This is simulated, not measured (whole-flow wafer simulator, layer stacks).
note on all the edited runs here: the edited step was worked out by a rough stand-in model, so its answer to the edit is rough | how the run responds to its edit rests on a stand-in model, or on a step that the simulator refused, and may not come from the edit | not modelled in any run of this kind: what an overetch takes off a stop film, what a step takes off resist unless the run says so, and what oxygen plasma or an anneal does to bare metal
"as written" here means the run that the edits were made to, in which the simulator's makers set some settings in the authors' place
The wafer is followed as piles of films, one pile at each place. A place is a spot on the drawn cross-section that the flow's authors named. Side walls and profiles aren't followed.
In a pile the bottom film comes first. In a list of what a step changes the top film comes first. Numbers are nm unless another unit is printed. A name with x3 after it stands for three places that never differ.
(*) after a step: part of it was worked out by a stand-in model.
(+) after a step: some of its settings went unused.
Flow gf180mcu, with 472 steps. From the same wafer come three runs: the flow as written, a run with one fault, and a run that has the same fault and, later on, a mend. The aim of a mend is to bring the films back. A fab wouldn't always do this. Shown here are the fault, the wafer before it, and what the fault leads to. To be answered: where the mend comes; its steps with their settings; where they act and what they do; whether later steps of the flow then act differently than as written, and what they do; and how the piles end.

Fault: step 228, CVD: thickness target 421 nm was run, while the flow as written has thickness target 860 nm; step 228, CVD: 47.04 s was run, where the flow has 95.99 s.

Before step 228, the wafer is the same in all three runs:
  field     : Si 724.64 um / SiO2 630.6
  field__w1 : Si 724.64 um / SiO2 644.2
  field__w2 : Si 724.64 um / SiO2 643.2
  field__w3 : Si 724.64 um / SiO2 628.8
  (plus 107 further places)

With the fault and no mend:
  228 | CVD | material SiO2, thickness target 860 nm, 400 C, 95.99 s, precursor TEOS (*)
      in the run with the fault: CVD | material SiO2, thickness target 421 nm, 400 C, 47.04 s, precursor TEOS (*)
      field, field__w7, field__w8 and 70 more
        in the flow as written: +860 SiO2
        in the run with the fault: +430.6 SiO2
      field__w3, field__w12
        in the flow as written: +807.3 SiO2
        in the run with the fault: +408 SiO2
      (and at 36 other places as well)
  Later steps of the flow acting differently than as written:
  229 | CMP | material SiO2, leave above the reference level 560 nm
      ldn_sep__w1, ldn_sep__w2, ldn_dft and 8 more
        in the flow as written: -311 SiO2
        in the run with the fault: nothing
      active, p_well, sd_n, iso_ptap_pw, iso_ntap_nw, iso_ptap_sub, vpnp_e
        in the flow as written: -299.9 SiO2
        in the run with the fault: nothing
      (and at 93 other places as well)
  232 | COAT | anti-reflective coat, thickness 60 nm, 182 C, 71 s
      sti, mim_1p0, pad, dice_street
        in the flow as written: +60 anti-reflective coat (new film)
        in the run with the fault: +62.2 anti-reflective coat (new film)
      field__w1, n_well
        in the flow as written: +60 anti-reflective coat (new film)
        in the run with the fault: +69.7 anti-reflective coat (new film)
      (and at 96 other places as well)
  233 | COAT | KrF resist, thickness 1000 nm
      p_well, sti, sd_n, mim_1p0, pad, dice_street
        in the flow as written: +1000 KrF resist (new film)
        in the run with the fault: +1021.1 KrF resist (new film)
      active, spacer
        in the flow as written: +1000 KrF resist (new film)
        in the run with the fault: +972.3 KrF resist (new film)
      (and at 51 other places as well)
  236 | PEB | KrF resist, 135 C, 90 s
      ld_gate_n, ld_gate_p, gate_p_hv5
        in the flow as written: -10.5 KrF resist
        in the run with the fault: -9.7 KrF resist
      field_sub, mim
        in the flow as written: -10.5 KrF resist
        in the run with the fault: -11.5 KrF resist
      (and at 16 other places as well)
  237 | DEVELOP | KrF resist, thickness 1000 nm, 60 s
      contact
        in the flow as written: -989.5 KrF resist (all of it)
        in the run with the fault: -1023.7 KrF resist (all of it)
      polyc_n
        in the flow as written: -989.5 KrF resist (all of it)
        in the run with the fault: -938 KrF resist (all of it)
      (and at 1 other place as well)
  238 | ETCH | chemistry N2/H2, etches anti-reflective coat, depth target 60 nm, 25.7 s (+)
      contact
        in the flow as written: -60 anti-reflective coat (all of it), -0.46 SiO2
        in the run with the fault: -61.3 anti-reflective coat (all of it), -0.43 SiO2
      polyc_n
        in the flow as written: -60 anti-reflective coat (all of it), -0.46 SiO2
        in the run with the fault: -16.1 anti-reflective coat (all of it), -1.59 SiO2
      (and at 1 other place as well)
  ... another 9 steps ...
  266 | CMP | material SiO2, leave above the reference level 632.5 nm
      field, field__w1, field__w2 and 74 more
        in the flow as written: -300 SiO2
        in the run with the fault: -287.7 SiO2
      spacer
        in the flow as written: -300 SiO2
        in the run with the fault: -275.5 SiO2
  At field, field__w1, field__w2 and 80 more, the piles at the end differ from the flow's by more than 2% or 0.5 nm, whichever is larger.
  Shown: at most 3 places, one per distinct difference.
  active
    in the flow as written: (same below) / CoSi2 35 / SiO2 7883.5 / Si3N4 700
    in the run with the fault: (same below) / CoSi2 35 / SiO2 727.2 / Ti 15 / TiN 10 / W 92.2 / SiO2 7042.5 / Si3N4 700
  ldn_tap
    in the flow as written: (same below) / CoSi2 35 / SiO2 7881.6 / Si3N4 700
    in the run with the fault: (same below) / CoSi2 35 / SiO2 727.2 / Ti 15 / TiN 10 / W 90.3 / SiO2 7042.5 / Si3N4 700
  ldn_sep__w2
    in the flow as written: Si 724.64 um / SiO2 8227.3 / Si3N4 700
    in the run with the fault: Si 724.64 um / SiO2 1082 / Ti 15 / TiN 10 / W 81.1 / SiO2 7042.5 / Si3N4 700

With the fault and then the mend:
  After step 228 comes the mend.
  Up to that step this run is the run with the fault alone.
  228a | CVD | material SiO2, thickness target 439 nm, 400 C, 49 s, precursor TEOS (*) (the flow's step 228 again, with other settings)
      field, field__w7, field__w8 and 72 more
        +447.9 SiO2
      field_sub__w1, field_sub__w4, field_sub__w5
        +436.1 SiO2
      field__w1, contact
        +439.4 SiO2
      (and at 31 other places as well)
  Later steps of the flow acting differently than as written:
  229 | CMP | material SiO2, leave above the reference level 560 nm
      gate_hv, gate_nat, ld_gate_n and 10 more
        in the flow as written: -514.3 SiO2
        in the run with the mend: -532.8 SiO2
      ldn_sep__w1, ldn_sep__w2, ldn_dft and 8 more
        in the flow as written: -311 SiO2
        in the run with the mend: -329.5 SiO2
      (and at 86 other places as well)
  The piles end the same as the flow's at every place that both follow.
